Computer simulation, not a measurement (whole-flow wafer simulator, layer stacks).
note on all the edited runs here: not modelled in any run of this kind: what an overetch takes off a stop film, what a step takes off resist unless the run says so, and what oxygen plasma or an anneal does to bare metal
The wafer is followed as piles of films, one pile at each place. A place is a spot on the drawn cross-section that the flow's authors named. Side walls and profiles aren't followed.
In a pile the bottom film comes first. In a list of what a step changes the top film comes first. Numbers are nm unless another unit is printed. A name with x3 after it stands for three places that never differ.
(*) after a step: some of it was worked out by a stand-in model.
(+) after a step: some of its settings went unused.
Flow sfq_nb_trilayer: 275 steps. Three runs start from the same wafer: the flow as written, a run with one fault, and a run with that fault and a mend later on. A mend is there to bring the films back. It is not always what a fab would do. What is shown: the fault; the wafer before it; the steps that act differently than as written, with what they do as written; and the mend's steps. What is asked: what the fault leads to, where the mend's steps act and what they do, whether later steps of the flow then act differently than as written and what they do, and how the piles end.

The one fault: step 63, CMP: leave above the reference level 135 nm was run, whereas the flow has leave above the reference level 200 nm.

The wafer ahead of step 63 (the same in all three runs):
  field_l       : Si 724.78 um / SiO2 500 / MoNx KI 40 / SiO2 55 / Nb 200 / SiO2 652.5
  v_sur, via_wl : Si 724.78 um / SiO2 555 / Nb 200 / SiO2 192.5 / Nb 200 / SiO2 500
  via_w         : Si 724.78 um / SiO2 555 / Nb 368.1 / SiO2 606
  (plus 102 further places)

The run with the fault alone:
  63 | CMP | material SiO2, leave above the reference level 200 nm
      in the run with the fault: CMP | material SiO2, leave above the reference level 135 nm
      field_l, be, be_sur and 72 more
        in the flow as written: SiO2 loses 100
        in the run with the fault: SiO2 loses 165
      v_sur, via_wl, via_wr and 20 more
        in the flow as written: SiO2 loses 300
        in the run with the fault: SiO2 loses 365
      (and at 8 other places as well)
  Later steps of the flow acting differently than as written (not shown: 4 more steps that differ only slightly, by at most 2% or 0.5 nm, whichever is larger):
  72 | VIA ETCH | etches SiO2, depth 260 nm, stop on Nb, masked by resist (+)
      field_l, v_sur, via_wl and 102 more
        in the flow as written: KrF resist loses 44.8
        in the run with the fault: KrF resist loses 34.9
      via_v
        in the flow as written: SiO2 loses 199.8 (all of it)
        in the run with the fault: SiO2 loses 134.8 (all of it)
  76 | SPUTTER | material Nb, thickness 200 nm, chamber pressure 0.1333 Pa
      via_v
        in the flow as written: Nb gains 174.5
        in the run with the fault: Nb gains 187.7
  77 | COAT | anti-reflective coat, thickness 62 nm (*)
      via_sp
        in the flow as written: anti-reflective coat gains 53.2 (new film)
        in the run with the fault: anti-reflective coat gains 54.5 (new film)
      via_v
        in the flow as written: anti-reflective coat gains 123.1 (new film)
        in the run with the fault: anti-reflective coat gains 108.4 (new film)
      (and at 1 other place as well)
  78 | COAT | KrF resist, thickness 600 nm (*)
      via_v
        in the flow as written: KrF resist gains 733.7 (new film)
        in the run with the fault: KrF resist gains 680.7 (new film)
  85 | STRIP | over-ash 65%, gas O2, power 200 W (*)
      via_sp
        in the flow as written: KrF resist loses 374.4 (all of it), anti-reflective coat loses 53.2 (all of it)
        in the run with the fault: KrF resist loses 378.7 (all of it), anti-reflective coat loses 54.5 (all of it)
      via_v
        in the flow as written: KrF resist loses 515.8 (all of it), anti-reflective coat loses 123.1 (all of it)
        in the run with the fault: KrF resist loses 462.9 (all of it), anti-reflective coat loses 108.4 (all of it)
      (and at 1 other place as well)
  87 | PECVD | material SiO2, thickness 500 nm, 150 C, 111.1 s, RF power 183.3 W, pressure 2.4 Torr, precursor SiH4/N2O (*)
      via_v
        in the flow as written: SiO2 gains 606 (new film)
        in the run with the fault: SiO2 gains 503.4 (new film)
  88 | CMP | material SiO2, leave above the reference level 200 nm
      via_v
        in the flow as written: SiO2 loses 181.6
        in the run with the fault: SiO2 loses 157.1
  At field_l, v_sur, via_wl and 102 more, the piles at the end differ from the flow's by more than 2% or 0.5 nm, whichever is larger.
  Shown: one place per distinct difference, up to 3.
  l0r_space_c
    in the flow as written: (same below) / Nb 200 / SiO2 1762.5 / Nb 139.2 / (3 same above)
    in the run with the fault: (same below) / Nb 200 / SiO2 1697.5 / Nb 139.2 / (3 same above)
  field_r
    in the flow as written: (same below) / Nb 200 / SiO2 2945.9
    in the run with the fault: (same below) / Nb 200 / SiO2 2880.9
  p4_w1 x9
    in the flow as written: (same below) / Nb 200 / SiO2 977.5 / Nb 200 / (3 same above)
    in the run with the fault: (same below) / Nb 200 / SiO2 912.5 / Nb 200 / (3 same above)

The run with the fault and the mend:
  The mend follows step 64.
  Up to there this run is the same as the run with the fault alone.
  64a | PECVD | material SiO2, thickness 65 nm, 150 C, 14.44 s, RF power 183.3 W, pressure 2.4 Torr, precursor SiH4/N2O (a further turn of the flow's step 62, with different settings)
      field_l, v_sur, via_wl and 103 more
        SiO2 gains 65
  Later steps of the flow that are run all act as written at every place that is followed, up to a difference of at most 2% or 0.5 nm, whichever is larger.
  At the end the piles are close to the flow's at the places that both follow, differing by at most 2% or 0.5 nm, whichever is larger.
